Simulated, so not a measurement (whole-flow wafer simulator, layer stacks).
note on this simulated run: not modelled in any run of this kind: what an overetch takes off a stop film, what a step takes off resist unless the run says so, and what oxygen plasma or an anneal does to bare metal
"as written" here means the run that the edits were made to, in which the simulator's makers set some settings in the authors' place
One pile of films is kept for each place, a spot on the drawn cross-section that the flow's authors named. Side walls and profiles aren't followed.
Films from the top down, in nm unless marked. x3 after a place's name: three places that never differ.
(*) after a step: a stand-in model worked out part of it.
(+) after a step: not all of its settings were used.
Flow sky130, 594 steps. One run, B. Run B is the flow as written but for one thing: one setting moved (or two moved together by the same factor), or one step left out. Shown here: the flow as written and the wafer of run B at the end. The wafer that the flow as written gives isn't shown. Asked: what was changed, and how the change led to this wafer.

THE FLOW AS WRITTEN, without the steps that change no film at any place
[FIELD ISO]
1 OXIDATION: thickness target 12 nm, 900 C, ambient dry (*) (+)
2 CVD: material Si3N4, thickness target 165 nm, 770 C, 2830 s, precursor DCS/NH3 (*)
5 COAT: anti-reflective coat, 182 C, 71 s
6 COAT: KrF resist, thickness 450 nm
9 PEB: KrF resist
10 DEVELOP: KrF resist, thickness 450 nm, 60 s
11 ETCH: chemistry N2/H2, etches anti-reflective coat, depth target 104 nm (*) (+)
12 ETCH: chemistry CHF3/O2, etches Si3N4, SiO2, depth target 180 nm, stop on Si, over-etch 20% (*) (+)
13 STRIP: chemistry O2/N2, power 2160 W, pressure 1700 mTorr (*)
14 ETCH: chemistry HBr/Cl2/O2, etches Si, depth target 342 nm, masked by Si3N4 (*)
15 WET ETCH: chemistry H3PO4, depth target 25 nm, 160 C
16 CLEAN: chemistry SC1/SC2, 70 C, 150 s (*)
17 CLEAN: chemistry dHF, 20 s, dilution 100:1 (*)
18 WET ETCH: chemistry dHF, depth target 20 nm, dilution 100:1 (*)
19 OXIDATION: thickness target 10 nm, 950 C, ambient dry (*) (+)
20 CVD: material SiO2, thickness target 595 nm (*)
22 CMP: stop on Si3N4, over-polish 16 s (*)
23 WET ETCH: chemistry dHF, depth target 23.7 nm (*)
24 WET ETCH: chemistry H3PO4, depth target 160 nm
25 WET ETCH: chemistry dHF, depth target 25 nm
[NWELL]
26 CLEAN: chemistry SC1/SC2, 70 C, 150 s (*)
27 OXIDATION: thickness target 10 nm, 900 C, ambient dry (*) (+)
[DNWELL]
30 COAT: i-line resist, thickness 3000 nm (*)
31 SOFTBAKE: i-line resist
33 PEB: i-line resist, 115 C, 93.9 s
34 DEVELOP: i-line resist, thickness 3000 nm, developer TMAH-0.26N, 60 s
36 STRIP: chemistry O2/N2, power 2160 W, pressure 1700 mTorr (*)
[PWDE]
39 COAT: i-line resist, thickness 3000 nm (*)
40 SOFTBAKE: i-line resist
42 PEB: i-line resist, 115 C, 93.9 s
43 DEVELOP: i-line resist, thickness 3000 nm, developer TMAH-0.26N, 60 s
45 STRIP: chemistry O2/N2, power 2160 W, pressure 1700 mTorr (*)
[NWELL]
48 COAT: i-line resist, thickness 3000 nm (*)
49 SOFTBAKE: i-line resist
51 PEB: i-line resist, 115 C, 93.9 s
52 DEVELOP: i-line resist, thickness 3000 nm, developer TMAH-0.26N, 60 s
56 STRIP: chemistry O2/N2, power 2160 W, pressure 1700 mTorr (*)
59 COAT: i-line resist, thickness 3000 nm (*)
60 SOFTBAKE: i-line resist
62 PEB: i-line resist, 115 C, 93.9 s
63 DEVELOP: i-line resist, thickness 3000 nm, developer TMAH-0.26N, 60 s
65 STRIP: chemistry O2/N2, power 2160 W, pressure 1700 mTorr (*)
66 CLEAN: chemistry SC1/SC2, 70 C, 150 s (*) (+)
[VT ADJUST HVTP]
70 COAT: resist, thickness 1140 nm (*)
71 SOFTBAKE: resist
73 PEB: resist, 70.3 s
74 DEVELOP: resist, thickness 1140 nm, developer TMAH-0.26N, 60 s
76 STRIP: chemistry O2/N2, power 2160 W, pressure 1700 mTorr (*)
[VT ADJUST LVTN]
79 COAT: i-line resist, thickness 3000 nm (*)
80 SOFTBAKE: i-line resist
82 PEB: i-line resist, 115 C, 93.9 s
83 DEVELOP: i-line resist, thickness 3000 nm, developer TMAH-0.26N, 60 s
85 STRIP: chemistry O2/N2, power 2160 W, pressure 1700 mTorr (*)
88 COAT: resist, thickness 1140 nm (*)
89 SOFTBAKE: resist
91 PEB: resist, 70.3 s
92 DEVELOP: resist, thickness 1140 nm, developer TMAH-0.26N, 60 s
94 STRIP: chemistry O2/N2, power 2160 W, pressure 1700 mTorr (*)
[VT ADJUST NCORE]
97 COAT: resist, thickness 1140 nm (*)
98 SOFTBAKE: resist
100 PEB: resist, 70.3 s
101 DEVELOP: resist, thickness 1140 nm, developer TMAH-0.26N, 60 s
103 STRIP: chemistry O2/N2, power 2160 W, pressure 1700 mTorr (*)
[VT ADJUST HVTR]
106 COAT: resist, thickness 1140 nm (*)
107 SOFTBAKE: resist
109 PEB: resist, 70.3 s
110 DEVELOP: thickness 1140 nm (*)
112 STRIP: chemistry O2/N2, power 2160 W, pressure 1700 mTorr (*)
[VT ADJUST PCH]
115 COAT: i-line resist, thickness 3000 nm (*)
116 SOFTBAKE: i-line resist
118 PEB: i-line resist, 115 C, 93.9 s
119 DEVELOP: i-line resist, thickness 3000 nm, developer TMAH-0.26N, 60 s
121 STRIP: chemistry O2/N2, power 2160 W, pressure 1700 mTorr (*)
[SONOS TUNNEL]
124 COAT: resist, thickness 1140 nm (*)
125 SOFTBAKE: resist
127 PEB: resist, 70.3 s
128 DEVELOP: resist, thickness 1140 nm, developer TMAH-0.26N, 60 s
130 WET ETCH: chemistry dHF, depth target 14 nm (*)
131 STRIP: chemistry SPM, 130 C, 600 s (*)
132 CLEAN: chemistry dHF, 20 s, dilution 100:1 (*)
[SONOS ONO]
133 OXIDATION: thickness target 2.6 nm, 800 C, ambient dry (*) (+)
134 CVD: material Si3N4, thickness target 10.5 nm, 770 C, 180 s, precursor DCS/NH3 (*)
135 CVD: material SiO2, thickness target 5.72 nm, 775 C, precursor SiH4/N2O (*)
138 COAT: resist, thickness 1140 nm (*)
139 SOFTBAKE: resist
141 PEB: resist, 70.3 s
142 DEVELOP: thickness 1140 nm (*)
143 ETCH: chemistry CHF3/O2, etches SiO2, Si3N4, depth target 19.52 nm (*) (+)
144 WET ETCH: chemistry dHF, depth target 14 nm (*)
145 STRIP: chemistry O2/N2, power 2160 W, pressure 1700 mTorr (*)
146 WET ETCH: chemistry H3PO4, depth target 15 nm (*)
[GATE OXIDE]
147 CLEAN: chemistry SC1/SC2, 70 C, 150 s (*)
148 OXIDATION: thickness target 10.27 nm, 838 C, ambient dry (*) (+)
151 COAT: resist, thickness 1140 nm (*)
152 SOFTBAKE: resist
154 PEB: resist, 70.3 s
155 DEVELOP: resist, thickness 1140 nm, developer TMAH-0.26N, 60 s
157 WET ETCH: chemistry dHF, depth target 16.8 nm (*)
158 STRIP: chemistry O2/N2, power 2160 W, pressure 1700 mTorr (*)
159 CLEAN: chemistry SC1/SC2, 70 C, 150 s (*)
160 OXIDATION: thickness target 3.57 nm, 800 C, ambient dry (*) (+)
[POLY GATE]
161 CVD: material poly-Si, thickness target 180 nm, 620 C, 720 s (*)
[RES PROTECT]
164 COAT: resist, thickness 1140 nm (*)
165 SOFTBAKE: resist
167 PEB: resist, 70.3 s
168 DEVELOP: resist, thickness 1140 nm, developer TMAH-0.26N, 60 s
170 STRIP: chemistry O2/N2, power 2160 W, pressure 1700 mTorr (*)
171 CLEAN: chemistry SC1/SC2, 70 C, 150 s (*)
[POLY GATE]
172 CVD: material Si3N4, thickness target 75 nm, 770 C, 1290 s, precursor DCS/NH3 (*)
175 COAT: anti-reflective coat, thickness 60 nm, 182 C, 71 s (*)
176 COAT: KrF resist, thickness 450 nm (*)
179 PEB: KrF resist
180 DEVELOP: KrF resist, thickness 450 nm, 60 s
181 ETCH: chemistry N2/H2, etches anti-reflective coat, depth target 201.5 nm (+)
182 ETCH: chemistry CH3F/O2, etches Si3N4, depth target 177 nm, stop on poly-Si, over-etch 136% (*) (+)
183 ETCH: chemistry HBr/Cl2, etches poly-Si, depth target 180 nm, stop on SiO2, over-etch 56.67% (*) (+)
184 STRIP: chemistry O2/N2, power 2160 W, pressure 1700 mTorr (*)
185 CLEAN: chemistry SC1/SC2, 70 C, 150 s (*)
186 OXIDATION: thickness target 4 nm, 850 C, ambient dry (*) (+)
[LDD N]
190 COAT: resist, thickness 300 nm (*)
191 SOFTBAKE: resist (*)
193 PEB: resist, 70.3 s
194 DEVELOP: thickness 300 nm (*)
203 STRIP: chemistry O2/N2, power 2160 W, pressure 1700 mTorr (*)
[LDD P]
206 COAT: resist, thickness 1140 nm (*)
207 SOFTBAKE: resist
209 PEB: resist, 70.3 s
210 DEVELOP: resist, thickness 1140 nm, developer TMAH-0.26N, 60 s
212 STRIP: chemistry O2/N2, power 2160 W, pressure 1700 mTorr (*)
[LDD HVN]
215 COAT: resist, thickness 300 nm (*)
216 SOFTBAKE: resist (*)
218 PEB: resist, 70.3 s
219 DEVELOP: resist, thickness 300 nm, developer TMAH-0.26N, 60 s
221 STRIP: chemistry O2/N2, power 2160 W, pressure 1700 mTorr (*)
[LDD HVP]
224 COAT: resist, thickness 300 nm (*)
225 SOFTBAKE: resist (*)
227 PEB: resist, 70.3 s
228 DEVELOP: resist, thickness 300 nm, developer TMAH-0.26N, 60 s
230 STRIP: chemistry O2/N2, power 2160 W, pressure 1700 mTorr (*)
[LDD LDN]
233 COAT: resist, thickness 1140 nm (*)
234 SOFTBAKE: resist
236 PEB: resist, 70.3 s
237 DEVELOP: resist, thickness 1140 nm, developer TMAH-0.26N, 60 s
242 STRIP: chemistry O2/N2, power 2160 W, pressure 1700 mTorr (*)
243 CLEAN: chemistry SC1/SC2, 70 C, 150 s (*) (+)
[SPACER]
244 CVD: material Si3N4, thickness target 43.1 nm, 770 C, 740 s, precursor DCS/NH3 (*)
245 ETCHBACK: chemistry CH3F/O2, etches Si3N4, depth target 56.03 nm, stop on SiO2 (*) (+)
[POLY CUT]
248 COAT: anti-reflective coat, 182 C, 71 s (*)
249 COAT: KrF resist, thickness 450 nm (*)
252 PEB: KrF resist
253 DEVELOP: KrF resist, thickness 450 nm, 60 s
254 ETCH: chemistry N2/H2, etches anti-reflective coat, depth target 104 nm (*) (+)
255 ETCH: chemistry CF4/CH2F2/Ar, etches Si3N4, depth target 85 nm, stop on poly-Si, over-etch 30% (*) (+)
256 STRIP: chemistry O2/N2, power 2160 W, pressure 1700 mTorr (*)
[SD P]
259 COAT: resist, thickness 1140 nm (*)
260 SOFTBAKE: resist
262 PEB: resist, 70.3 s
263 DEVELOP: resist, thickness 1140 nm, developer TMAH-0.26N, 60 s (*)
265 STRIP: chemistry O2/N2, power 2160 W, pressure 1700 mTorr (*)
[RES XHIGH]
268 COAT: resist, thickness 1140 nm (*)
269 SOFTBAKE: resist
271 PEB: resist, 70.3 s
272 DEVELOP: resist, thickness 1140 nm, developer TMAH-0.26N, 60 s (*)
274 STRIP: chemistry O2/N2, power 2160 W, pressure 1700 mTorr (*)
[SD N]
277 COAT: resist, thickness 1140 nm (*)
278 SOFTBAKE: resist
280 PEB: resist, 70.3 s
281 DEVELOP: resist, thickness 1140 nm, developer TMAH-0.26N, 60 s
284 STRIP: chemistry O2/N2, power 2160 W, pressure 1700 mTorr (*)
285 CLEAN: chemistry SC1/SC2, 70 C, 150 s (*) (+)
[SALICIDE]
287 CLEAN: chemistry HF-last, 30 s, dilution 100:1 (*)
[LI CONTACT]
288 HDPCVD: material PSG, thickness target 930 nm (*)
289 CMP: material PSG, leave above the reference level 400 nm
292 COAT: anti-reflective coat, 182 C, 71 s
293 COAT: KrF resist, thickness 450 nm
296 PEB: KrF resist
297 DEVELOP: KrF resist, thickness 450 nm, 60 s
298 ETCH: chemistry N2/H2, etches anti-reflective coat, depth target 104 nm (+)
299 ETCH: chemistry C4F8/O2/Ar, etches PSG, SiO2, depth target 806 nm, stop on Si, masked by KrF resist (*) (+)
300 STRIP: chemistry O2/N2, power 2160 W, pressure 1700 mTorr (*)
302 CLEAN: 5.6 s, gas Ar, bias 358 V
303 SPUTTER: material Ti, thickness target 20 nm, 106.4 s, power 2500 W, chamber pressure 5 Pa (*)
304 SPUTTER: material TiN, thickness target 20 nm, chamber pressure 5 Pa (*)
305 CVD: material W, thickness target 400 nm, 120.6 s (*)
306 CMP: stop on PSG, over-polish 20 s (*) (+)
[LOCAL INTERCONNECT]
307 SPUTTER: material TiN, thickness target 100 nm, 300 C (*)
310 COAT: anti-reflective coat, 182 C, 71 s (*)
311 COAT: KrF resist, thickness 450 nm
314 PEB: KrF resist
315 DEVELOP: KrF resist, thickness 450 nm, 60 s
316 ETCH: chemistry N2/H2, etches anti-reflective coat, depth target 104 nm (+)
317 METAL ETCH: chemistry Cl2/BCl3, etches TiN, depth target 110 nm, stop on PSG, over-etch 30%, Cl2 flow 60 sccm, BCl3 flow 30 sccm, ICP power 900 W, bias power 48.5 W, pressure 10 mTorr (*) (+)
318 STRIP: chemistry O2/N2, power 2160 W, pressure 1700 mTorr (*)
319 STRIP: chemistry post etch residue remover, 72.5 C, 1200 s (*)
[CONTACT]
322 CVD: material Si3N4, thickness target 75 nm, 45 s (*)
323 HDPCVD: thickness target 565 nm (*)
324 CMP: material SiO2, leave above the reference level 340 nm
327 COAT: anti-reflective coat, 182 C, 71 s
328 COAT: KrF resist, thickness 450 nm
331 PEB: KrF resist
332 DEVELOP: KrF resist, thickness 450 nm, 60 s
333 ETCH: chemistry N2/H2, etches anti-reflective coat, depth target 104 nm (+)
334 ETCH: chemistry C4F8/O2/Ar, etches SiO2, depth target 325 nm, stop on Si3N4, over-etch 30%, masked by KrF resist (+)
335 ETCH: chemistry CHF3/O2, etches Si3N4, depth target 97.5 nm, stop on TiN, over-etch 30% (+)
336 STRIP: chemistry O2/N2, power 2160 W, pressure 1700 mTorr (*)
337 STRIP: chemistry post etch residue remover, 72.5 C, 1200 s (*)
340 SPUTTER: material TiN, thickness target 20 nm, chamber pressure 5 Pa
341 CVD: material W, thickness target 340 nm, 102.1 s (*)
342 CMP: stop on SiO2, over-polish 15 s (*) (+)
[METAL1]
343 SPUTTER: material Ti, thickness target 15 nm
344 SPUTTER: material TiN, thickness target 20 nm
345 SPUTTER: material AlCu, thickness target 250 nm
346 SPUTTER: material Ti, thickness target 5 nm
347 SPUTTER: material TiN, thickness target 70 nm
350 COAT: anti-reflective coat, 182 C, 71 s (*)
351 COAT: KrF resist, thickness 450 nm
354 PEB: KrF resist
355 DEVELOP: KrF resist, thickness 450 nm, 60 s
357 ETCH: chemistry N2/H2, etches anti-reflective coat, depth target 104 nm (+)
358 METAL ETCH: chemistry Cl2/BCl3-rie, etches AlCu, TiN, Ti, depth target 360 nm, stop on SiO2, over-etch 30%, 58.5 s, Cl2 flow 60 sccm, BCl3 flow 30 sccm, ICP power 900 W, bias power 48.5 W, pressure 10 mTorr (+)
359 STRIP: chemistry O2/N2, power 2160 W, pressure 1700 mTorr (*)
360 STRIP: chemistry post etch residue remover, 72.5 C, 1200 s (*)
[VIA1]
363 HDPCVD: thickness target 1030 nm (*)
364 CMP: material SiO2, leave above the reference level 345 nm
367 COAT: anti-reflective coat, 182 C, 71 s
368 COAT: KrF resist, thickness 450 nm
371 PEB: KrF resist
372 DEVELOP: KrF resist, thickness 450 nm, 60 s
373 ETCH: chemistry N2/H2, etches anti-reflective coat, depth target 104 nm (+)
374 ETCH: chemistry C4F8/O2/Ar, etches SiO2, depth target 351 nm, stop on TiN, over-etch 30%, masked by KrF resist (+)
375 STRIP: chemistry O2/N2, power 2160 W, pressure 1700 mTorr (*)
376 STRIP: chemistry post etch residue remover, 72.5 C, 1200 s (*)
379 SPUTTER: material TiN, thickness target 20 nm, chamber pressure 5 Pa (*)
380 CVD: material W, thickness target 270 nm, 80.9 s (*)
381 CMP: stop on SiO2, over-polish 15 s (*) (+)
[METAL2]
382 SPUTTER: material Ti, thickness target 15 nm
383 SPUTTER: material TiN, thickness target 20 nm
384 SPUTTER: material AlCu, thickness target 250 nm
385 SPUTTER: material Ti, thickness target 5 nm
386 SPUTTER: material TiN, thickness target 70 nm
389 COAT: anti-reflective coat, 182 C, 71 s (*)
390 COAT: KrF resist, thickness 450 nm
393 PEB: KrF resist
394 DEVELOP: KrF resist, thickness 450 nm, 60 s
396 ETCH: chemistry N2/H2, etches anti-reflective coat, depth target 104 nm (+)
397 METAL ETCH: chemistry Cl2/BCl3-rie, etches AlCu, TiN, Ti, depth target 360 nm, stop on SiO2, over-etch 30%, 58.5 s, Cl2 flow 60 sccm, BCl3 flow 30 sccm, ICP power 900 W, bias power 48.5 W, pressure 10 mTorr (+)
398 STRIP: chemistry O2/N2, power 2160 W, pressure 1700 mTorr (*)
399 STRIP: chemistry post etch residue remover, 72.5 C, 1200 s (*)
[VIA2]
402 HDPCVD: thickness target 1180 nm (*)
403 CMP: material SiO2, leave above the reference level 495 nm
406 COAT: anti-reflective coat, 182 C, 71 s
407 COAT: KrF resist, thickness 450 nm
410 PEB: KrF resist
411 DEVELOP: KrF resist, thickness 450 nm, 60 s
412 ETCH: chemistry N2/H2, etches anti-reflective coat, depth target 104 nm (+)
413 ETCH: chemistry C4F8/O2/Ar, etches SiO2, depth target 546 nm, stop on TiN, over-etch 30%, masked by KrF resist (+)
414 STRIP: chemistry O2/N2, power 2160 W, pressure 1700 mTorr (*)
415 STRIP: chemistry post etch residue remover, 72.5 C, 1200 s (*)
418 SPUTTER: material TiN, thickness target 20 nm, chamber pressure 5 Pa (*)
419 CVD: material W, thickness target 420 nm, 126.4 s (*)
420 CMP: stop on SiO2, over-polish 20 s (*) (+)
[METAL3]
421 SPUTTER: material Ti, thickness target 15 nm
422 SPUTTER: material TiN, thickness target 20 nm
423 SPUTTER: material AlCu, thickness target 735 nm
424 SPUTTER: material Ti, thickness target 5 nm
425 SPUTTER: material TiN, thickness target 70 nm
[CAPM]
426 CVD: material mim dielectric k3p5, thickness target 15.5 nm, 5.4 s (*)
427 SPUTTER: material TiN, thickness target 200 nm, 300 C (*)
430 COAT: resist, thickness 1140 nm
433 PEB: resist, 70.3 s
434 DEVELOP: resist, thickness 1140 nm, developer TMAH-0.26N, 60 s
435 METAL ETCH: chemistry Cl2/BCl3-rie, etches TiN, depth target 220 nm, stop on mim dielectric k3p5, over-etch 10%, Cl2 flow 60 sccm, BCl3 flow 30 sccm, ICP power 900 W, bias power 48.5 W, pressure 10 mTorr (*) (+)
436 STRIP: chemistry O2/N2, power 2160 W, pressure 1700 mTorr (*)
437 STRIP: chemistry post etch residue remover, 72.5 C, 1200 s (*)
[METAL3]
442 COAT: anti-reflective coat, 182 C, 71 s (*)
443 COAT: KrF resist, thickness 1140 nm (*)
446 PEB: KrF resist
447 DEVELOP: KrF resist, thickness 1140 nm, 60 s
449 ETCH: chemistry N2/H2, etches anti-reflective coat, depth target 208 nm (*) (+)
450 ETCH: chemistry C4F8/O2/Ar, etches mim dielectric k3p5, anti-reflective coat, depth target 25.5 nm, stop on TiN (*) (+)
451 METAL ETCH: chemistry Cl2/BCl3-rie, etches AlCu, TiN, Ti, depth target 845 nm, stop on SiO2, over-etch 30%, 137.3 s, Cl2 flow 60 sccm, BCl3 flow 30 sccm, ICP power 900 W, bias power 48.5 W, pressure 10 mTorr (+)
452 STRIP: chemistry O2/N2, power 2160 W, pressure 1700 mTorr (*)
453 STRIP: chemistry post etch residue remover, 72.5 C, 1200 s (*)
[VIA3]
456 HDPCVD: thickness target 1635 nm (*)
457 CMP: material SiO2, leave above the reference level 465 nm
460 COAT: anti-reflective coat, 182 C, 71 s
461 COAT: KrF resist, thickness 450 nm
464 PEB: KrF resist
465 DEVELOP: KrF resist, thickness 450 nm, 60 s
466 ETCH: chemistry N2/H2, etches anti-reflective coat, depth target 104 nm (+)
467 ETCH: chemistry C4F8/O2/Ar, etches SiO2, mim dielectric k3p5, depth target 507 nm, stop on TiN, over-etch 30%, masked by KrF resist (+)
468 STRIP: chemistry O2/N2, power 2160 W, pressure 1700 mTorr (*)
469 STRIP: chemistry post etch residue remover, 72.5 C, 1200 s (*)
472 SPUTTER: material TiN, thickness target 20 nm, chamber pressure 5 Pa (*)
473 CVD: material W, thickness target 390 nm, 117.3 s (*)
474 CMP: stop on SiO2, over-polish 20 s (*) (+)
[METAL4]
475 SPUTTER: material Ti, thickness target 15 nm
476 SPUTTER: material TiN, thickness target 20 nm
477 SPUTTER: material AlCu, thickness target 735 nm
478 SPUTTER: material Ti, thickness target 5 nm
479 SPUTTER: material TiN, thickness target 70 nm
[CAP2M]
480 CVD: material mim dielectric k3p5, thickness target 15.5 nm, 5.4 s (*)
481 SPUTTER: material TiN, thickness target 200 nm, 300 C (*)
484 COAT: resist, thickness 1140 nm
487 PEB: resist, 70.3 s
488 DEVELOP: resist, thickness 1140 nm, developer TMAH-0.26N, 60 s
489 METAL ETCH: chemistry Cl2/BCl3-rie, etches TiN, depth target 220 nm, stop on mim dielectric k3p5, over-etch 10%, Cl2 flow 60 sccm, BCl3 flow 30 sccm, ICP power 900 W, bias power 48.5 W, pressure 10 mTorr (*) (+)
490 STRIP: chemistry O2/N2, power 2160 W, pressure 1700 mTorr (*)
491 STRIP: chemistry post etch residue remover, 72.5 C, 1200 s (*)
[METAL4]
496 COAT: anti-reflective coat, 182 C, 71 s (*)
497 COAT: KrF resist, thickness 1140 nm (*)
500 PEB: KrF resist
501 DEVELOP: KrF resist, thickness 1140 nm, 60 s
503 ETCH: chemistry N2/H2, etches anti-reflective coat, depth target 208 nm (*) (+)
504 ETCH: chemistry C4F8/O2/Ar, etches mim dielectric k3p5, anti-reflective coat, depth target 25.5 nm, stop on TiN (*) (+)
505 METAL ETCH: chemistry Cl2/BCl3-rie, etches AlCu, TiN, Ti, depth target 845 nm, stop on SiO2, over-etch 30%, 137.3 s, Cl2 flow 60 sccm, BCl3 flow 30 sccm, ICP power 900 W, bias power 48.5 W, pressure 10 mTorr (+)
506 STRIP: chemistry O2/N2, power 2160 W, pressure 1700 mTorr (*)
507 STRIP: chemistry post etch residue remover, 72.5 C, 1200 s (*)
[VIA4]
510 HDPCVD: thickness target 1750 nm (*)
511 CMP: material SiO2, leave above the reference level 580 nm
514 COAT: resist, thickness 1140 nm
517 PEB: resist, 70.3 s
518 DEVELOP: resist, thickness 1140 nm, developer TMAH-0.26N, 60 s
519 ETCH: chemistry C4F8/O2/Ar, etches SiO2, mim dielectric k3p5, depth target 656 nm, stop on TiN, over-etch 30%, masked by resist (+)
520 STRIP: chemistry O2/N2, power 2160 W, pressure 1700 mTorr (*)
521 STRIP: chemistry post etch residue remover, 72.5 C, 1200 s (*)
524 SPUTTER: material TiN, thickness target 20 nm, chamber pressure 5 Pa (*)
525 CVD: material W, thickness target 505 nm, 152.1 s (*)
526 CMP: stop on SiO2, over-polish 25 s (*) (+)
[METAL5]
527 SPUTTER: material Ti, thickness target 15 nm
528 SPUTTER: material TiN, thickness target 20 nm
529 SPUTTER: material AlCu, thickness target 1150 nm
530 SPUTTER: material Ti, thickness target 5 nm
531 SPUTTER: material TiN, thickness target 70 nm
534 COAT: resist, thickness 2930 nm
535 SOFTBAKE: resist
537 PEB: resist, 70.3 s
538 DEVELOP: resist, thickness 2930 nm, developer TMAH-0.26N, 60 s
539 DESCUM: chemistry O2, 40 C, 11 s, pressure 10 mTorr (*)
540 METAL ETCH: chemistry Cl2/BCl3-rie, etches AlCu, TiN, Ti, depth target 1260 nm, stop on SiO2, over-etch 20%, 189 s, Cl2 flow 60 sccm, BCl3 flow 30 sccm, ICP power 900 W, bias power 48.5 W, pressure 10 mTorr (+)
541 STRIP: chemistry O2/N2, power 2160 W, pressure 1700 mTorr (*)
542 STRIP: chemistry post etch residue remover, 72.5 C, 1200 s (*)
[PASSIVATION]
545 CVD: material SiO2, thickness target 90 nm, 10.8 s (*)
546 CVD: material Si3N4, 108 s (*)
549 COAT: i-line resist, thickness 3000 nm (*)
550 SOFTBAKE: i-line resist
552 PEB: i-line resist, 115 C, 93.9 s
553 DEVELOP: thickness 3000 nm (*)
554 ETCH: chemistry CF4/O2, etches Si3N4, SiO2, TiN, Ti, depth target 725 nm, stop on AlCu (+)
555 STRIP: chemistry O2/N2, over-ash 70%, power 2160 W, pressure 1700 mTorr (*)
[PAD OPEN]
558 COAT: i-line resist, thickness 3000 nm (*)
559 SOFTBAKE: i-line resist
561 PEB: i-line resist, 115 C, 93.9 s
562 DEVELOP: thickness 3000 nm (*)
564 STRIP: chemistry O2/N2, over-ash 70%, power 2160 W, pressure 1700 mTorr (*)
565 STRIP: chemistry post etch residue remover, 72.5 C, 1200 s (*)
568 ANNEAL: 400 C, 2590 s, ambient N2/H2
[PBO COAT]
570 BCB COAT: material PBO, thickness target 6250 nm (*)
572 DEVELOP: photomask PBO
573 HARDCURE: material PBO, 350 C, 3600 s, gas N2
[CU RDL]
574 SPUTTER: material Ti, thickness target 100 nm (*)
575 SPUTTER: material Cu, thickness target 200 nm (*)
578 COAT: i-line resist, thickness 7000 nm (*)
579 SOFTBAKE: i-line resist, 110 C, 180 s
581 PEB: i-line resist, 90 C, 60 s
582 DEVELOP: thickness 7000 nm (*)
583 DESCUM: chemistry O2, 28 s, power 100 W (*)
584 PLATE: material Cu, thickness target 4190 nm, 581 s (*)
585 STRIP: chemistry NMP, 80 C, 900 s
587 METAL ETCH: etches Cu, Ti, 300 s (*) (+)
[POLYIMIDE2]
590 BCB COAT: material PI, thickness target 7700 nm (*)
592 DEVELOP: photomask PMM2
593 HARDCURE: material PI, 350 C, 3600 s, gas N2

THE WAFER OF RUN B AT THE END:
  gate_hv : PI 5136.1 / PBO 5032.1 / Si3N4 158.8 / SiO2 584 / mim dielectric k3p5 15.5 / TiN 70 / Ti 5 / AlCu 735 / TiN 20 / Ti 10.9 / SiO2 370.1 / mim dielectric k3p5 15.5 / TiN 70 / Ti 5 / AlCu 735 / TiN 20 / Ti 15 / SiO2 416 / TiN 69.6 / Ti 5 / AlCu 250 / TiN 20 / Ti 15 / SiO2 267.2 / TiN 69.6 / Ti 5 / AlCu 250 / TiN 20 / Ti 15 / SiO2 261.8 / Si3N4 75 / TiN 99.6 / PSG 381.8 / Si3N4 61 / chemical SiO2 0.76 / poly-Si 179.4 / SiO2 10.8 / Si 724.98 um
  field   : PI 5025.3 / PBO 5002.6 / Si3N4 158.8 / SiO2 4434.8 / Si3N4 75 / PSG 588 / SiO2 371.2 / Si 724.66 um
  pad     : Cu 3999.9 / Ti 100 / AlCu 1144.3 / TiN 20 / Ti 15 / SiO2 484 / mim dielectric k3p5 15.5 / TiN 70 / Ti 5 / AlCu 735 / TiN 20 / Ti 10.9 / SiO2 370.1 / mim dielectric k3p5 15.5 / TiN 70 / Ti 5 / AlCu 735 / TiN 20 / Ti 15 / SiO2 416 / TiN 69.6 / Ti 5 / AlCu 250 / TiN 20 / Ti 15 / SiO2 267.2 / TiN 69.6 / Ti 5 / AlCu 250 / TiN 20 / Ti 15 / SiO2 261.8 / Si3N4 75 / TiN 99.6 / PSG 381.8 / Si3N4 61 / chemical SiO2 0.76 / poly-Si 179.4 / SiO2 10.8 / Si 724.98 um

The cause: step 475, SPUTTER: thickness target 10.9 nm was run, where the flow has thickness target 15 nm.
It can be read off the wafer: gate_hv has Ti 10.9, and step 475 as written asks for 15 nm.

How the change led to this, step by step:
  475 SPUTTER: material Ti, thickness target 15 nm
      field, active, n_well and 189 more: Ti +10.9 (new film) (as written it would be: Ti +15 (new film))
  505 METAL ETCH: chemistry Cl2/BCl3-rie, etches AlCu, TiN, Ti, depth target 845 nm, stop on SiO2, over-etch 30%, 137.3 s, Cl2 flow 60 sccm, BCl3 flow 30 sccm, ICP power 900 W, bias power 48.5 W, pressure 10 mTorr (+)
      field, gate, spacer and 68 more: TiN -70 (all of it), Ti -5 (all of it), AlCu -735 (all of it), TiN -20 (all of it), Ti -10.9 (all of it), SiO2 -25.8 (as written it would be: TiN -70 (all of it), Ti -5 (all of it), AlCu -735 (all of it), TiN -20 (all of it), Ti -15 (all of it), SiO2 -25.4)
      active, vpp_iso1, mim_edge_plate and 14 more: TiN -70 (all of it), Ti -5 (all of it), AlCu -735 (all of it), TiN -20 (all of it), Ti -10.9 (all of it), SiO2 -25.8 (as written it would be: TiN -70 (all of it), Ti -5 (all of it), AlCu -735 (all of it), TiN -20 (all of it), Ti -15 (all of it), SiO2 -25.3)
